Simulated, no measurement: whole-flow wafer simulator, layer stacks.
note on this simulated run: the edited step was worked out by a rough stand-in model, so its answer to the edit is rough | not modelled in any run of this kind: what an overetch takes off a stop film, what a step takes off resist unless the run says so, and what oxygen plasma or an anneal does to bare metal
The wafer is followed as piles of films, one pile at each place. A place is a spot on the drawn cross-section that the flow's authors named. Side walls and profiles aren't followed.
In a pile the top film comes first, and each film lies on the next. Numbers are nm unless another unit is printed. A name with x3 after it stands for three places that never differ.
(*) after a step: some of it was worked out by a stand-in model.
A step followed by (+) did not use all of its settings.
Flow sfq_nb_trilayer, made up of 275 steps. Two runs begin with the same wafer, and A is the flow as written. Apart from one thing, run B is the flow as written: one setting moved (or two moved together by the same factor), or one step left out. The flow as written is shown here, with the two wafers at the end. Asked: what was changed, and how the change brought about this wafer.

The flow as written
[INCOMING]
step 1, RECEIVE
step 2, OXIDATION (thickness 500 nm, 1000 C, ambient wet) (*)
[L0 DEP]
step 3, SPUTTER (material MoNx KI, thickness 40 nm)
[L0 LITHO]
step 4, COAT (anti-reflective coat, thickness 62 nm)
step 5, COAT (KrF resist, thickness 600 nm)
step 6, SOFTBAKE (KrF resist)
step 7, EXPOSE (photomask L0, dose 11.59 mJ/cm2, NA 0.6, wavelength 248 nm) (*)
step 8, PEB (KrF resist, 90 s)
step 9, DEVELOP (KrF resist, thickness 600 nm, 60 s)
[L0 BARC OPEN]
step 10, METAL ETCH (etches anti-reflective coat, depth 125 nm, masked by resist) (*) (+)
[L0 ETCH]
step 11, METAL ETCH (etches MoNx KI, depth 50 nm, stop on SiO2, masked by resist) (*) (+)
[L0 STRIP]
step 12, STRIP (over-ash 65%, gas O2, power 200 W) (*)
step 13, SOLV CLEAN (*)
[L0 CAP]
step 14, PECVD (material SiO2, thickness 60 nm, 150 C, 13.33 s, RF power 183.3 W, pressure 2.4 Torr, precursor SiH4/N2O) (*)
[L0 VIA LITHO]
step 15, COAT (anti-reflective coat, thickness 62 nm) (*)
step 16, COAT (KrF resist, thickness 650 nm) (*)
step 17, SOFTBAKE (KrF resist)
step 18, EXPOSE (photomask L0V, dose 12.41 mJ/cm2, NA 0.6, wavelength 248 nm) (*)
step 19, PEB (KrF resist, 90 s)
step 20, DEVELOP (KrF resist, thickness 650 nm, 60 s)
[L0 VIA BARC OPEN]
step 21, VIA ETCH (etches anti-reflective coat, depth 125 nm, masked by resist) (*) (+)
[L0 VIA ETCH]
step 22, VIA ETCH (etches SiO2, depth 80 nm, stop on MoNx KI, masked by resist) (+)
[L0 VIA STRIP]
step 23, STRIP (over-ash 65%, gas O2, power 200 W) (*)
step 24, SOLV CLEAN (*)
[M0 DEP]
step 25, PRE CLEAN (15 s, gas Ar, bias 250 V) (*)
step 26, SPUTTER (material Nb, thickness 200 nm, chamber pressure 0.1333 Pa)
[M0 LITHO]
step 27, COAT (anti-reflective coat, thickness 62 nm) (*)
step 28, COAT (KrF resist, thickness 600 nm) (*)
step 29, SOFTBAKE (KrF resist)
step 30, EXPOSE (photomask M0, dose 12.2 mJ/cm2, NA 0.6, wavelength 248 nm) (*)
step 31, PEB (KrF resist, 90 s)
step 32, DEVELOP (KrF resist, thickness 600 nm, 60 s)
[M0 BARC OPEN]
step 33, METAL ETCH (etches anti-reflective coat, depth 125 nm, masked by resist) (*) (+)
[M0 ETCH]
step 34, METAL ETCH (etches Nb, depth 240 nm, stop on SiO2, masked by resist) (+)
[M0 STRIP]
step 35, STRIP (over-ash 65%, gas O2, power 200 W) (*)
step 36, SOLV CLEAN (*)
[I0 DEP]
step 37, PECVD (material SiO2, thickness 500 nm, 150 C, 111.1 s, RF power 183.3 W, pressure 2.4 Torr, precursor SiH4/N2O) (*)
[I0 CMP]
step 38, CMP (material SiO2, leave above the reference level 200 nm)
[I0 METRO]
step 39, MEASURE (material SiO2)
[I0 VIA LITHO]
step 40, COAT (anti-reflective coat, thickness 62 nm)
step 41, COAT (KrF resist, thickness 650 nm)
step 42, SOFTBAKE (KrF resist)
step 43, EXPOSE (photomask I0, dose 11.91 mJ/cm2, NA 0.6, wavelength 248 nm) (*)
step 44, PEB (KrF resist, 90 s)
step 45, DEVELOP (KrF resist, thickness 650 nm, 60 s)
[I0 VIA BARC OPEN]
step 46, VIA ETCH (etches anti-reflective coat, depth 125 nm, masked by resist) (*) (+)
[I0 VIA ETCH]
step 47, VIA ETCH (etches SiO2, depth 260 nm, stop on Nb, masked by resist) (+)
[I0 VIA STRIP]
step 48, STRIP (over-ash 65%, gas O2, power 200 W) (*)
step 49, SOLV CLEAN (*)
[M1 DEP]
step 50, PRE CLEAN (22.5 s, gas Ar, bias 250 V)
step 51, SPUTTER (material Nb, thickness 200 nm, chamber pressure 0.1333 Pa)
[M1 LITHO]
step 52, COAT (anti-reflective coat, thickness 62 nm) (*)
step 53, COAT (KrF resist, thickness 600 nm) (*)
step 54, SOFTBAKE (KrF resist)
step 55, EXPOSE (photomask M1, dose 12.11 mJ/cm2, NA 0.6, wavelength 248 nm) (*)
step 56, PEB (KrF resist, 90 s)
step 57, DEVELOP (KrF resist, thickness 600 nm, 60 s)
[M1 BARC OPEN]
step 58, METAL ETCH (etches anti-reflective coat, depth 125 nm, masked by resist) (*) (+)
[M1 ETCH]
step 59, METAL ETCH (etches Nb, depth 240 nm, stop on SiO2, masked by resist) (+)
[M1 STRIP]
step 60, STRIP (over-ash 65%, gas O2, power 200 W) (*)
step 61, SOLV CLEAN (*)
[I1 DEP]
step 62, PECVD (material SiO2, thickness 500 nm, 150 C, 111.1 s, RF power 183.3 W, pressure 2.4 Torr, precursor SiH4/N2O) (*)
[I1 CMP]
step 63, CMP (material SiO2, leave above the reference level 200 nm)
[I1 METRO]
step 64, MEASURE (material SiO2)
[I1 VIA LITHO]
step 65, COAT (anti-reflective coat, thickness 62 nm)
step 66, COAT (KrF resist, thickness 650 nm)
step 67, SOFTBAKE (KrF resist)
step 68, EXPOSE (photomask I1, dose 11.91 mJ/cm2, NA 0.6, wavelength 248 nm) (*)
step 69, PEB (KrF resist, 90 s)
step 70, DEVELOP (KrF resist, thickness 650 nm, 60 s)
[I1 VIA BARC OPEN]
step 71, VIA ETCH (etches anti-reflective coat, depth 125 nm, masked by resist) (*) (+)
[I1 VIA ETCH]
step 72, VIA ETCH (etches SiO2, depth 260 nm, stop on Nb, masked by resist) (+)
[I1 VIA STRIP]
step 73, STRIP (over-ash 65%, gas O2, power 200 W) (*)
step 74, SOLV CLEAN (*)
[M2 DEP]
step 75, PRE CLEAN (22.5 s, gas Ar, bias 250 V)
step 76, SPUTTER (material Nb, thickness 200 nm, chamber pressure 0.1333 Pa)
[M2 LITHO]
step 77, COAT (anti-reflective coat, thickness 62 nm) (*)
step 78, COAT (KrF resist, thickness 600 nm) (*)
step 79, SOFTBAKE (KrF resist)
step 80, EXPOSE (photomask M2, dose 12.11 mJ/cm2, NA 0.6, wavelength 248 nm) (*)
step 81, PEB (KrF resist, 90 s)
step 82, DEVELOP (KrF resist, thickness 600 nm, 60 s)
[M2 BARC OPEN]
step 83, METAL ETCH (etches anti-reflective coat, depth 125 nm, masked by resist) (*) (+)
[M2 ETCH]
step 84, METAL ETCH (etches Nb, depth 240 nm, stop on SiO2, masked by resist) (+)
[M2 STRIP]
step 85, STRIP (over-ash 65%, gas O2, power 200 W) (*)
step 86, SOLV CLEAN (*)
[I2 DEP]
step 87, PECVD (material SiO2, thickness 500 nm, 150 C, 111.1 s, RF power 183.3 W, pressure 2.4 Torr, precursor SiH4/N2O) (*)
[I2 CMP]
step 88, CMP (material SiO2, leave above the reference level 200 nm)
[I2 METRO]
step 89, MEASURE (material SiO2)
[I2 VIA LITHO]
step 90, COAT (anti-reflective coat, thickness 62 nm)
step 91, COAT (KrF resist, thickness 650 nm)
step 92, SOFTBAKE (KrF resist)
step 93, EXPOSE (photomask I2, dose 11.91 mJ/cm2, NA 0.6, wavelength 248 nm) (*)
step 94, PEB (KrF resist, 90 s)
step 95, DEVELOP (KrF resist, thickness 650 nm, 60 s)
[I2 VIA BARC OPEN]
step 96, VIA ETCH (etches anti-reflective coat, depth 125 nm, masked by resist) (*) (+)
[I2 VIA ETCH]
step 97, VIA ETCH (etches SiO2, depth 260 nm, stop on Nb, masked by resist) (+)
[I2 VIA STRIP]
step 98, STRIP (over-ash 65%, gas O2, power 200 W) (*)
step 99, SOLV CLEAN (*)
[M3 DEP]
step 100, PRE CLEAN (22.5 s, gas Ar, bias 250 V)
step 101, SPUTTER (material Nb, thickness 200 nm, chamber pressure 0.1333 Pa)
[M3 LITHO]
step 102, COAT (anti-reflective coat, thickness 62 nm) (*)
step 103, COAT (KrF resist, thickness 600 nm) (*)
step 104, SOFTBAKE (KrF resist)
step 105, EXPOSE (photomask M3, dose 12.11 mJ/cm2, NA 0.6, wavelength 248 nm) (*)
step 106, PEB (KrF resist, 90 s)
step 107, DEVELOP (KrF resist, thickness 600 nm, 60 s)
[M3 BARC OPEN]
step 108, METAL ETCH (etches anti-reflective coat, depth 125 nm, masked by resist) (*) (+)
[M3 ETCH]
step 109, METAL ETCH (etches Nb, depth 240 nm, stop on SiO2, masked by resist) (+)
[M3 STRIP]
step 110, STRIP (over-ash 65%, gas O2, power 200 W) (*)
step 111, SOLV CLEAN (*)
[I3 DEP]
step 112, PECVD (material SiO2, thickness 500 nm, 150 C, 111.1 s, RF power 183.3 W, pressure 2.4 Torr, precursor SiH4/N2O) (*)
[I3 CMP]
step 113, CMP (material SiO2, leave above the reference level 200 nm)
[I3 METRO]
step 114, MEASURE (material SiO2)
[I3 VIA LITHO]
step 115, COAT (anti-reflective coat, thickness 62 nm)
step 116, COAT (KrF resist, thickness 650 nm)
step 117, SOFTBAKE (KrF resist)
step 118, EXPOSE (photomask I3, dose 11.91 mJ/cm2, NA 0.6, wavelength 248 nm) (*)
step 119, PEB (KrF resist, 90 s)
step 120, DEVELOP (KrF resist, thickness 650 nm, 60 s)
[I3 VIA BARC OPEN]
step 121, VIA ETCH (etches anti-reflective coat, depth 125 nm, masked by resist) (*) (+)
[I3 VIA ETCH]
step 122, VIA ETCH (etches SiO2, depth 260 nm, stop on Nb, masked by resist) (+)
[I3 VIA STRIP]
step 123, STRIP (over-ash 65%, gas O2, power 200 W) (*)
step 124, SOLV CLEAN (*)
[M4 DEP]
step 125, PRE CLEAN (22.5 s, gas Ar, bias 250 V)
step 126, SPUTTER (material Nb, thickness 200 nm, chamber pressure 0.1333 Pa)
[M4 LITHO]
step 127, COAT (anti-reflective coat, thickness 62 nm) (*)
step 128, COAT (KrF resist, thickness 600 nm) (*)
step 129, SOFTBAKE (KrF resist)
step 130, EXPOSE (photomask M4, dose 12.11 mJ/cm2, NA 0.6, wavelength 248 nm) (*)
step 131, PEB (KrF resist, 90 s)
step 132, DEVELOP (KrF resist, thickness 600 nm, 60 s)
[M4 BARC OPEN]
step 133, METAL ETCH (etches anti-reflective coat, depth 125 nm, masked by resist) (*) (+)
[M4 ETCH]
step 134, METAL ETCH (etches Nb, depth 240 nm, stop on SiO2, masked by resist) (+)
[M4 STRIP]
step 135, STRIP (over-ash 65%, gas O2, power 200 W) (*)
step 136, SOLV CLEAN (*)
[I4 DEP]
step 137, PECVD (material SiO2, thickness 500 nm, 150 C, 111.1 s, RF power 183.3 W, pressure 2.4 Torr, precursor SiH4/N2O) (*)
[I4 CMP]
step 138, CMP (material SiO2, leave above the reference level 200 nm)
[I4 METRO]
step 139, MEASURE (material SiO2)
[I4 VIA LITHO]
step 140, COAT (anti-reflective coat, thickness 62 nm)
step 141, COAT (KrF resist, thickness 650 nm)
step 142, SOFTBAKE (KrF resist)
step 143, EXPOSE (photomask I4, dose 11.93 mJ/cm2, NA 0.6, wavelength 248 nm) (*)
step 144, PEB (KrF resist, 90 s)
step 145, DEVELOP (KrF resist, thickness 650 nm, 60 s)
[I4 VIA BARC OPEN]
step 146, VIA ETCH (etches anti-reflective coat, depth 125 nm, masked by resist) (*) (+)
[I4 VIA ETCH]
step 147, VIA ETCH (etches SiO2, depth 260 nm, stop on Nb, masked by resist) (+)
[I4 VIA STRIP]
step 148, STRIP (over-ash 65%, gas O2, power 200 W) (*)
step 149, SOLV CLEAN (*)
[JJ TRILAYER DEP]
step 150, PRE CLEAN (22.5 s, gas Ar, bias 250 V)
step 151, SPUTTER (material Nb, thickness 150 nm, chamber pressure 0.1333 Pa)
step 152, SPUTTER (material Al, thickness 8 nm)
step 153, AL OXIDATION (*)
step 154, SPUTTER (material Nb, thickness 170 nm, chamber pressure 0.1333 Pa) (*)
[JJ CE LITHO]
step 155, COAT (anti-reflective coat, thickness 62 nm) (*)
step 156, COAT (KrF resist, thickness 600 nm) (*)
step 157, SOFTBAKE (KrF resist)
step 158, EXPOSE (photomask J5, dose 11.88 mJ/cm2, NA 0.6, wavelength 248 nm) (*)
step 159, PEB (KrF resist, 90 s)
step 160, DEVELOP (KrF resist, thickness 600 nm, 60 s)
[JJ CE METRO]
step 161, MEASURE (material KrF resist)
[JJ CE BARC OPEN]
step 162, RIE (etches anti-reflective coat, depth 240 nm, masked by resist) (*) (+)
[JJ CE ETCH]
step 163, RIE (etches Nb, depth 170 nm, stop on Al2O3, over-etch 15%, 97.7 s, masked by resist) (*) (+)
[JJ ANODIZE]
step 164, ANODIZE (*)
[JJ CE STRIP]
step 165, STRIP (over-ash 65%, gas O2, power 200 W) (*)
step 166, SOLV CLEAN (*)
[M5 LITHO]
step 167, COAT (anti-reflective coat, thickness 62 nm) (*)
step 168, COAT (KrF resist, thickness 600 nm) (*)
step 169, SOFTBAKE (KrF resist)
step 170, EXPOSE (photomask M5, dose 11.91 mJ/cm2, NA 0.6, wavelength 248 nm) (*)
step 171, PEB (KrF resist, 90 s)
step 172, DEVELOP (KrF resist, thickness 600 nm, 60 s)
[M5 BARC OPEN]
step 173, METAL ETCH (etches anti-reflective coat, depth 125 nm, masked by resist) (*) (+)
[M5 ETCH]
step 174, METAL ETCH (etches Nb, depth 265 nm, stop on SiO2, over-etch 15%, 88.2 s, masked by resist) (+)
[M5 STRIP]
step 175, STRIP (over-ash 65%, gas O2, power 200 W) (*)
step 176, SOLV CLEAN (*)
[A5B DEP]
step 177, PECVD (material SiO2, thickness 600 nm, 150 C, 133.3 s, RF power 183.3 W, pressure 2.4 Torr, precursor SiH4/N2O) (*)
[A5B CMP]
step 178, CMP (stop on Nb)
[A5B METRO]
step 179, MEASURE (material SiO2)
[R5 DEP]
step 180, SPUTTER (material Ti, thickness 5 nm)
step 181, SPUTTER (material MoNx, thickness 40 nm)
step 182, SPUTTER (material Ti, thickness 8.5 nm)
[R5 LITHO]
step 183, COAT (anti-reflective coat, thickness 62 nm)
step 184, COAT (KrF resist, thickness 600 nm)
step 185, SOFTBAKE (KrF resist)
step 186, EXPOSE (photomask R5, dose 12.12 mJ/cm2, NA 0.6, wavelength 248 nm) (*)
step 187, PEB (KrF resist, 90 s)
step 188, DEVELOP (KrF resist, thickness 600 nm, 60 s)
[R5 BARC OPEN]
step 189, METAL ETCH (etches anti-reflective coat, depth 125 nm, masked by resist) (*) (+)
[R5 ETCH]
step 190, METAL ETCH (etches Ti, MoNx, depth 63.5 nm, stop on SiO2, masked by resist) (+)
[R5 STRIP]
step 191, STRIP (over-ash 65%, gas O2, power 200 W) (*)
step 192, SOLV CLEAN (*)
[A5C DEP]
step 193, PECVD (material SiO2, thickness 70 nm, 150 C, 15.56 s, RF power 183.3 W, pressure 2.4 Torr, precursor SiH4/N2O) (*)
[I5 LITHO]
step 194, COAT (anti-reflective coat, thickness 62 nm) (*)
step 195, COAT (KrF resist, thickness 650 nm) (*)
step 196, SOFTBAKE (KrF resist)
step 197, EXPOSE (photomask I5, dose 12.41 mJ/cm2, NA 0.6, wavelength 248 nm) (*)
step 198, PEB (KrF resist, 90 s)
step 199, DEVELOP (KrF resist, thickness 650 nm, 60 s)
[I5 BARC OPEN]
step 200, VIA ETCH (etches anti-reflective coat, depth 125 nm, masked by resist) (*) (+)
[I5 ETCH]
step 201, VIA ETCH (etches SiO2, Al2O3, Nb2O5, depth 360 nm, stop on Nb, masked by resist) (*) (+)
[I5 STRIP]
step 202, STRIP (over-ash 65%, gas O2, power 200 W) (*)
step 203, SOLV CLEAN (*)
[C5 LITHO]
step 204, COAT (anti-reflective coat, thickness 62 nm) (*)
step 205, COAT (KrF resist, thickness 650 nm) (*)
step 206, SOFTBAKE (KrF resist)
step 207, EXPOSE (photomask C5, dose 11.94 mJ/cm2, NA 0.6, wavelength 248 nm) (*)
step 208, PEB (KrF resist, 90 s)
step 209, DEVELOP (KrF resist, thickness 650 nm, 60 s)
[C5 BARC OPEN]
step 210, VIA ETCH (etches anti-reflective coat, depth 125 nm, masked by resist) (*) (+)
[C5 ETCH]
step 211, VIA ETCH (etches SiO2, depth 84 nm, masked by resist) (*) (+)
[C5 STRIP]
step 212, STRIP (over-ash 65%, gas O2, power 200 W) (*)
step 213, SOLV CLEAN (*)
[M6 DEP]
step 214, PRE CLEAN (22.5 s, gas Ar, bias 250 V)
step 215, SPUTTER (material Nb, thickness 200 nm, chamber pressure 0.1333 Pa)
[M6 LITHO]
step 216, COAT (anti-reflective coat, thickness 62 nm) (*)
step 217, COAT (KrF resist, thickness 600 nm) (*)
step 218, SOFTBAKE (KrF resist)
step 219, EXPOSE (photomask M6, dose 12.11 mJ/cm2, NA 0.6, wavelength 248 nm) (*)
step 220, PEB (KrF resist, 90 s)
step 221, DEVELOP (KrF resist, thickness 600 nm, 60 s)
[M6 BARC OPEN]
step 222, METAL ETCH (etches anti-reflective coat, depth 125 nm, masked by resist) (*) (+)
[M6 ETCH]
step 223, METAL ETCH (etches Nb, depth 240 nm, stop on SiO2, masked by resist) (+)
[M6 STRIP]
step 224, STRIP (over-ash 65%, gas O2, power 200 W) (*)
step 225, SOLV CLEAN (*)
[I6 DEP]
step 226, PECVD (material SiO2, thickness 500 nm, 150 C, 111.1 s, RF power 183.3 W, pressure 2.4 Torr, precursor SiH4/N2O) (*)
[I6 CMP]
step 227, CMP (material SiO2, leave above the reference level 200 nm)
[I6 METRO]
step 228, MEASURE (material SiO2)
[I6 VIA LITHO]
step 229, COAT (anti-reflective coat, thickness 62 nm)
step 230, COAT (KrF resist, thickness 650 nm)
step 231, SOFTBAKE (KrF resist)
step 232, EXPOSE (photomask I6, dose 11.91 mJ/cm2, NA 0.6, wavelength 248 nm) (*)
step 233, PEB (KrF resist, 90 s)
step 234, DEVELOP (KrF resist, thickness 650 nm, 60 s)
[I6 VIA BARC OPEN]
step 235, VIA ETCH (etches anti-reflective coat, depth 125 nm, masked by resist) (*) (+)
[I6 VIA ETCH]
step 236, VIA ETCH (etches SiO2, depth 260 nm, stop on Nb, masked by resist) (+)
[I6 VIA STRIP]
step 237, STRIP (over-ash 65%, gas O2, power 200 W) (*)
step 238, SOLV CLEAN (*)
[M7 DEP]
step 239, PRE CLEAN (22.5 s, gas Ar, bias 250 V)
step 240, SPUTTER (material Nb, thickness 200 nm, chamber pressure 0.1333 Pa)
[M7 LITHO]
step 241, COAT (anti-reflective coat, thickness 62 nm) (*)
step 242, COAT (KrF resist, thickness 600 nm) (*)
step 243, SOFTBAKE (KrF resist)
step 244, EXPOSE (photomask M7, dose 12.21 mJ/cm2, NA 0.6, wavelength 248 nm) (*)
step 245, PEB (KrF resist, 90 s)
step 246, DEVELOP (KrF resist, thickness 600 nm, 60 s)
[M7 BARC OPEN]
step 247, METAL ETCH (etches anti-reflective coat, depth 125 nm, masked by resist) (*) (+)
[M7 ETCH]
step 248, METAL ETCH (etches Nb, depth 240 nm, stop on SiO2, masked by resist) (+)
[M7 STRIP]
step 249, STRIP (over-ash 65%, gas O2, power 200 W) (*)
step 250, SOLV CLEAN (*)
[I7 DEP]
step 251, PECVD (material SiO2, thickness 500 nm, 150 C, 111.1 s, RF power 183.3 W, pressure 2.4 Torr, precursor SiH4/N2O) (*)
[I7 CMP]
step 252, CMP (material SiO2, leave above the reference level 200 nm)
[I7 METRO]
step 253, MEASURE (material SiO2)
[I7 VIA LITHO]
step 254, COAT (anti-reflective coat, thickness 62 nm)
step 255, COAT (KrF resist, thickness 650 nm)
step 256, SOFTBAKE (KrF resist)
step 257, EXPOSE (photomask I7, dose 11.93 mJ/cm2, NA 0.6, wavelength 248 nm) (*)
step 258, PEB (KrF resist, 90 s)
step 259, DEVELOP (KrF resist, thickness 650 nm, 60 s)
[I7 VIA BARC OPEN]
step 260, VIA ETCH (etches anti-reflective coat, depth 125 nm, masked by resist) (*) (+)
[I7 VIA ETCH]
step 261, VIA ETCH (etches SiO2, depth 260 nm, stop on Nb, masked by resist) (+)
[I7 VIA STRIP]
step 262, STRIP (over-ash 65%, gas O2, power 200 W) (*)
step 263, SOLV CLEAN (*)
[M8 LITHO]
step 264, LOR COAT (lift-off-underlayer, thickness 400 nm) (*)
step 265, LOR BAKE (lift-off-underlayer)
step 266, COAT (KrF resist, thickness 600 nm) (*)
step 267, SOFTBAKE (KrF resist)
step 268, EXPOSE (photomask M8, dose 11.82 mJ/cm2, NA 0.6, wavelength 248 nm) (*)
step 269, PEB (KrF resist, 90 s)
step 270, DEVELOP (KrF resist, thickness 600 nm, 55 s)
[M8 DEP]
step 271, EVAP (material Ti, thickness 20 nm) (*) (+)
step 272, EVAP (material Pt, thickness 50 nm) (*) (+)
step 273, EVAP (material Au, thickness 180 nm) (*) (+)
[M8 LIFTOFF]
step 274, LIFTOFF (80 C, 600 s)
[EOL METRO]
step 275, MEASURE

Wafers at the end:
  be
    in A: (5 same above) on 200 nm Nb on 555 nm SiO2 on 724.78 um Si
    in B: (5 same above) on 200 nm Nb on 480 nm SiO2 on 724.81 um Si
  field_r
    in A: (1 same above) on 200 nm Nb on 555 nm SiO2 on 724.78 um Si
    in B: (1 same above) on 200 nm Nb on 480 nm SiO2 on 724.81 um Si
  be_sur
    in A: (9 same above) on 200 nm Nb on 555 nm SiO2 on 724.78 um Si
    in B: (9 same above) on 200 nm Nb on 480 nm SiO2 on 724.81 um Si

The reason: step 2, OXIDATION: thickness 425 nm was run, whereas the flow has thickness 500 nm.

The path from the change to this, step by step:
  step 2, OXIDATION (thickness 500 nm, 1000 C, ambient wet) (*)
      field_l, v_sur, via_wl and 103 more: A SiO2 gains 500 (new film), chemical SiO2 loses 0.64 (all of it), Si loses 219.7 | B SiO2 gains 425 (new film), chemical SiO2 loses 0.64 (all of it), Si loses 186.7
